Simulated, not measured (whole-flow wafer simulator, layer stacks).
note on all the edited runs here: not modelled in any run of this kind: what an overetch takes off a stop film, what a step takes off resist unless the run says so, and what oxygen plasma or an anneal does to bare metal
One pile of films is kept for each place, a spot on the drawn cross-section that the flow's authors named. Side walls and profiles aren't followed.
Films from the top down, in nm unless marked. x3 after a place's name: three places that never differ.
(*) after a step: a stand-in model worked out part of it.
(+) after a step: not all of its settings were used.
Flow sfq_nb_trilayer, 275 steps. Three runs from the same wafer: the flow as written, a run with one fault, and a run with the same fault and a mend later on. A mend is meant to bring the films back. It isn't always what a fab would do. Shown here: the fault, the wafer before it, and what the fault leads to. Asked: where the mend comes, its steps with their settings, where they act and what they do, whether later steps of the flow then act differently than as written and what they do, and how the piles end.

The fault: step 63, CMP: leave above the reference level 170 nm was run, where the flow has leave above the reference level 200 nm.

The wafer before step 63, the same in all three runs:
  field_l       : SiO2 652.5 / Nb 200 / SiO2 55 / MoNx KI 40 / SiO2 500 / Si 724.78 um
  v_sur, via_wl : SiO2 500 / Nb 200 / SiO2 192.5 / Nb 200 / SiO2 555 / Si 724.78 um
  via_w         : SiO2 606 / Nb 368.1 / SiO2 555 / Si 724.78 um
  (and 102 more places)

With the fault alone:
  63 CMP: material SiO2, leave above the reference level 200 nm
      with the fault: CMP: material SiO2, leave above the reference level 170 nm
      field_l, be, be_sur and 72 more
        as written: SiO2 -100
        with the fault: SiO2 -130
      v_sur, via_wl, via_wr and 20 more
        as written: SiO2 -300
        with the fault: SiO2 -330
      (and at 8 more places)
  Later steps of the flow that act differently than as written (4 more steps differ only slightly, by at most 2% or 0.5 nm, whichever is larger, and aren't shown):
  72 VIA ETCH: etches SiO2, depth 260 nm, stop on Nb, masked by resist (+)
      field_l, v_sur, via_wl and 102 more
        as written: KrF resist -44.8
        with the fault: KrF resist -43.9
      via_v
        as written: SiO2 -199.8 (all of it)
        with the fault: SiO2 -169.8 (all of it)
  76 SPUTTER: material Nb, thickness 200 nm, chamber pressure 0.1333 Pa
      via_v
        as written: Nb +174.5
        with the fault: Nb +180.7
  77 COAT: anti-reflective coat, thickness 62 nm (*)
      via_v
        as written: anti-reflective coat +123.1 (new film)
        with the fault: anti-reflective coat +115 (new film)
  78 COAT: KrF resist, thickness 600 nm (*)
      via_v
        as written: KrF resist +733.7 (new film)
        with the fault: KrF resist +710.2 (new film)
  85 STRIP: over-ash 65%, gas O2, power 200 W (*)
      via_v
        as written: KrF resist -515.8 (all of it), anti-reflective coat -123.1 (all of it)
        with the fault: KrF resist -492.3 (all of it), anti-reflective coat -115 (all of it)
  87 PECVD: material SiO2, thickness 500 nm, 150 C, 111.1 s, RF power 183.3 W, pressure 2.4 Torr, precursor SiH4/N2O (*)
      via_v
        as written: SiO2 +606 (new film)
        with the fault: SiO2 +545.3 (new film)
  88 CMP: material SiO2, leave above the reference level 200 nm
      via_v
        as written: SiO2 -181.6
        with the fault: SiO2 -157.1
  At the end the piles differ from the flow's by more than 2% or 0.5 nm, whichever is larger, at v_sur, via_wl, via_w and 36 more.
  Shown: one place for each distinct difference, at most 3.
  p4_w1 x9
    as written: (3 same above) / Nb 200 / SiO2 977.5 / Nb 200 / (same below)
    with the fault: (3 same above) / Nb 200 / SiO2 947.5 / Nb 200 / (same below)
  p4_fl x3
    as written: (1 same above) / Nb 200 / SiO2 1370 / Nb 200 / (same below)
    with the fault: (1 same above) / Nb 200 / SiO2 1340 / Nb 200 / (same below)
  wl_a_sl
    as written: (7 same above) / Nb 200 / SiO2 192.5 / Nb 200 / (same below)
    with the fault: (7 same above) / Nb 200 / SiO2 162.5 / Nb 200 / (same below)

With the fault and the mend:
  The mend comes after step 64.
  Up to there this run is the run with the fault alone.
  64a PECVD: material SiO2, thickness 30 nm, 150 C, 6.667 s, RF power 183.3 W, pressure 2.4 Torr, precursor SiH4/N2O (the flow's step 62 once more, with other settings)
      field_l, v_sur, via_wl and 103 more
        SiO2 +30
  No later step of the flow acts differently than as written, at any place that is followed, by more than 2% or 0.5 nm, whichever is larger.
  At the end the piles differ from the flow's only slightly at the places that both follow, by at most 2% or 0.5 nm, whichever is larger.
